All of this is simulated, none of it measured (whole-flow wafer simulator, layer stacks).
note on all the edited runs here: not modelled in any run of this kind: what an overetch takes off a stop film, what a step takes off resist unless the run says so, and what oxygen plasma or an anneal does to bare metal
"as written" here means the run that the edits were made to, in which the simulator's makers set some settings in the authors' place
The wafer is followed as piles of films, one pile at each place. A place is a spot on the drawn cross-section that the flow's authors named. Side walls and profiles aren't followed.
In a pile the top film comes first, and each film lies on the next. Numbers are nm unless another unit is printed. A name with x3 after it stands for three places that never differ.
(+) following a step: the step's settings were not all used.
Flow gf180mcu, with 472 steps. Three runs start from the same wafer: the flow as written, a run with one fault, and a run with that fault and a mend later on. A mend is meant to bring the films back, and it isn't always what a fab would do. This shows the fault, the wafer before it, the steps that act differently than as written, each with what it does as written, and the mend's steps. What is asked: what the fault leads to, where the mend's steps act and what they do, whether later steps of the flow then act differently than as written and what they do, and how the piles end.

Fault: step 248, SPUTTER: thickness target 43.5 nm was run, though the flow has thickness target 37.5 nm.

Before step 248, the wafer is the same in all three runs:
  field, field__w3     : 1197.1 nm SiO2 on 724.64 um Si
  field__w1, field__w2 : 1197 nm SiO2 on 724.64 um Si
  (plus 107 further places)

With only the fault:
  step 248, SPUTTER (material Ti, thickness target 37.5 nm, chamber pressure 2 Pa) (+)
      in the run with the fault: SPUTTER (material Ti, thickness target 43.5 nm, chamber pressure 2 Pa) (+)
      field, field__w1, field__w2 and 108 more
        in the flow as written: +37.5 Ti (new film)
        in the run with the fault: +43.5 Ti (new film)
  Steps further on in the flow that do not act as written (1 more step, not shown, differs only slightly: by at most 2% or 0.5 nm, whichever is larger):
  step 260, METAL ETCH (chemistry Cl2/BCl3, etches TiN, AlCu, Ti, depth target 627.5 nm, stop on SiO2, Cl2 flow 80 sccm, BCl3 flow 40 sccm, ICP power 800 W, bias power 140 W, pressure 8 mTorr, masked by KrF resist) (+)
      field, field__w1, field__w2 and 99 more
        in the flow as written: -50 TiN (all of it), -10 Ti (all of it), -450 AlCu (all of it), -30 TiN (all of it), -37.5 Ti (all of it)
        in the run with the fault: -50 TiN (all of it), -10 Ti (all of it), -450 AlCu (all of it), -30 TiN (all of it), -43.5 Ti (all of it)
  At field__w8, contact, m1 and 6 more, the piles at the end differ from the flow's by more than 2% or 0.5 nm, whichever is larger.
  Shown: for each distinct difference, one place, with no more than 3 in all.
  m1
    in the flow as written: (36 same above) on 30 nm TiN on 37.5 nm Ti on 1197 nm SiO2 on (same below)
    in the run with the fault: (36 same above) on 30 nm TiN on 43.5 nm Ti on 1197 nm SiO2 on (same below)
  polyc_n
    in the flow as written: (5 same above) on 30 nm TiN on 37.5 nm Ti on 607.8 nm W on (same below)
    in the run with the fault: (5 same above) on 30 nm TiN on 43.5 nm Ti on 607.8 nm W on (same below)
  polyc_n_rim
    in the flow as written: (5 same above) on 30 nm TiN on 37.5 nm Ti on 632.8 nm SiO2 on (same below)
    in the run with the fault: (5 same above) on 30 nm TiN on 43.5 nm Ti on 632.8 nm SiO2 on (same below)

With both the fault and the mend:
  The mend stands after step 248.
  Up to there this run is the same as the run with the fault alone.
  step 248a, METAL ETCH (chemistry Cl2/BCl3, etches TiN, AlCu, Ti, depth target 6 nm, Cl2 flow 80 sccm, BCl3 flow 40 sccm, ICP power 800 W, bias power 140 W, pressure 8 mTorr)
      field, field__w1, field__w2 and 108 more
        -6 Ti
  None of the later steps of the flow acts differently than as written at any place that is followed.
  The piles end the same as the flow's at every place that both follow.
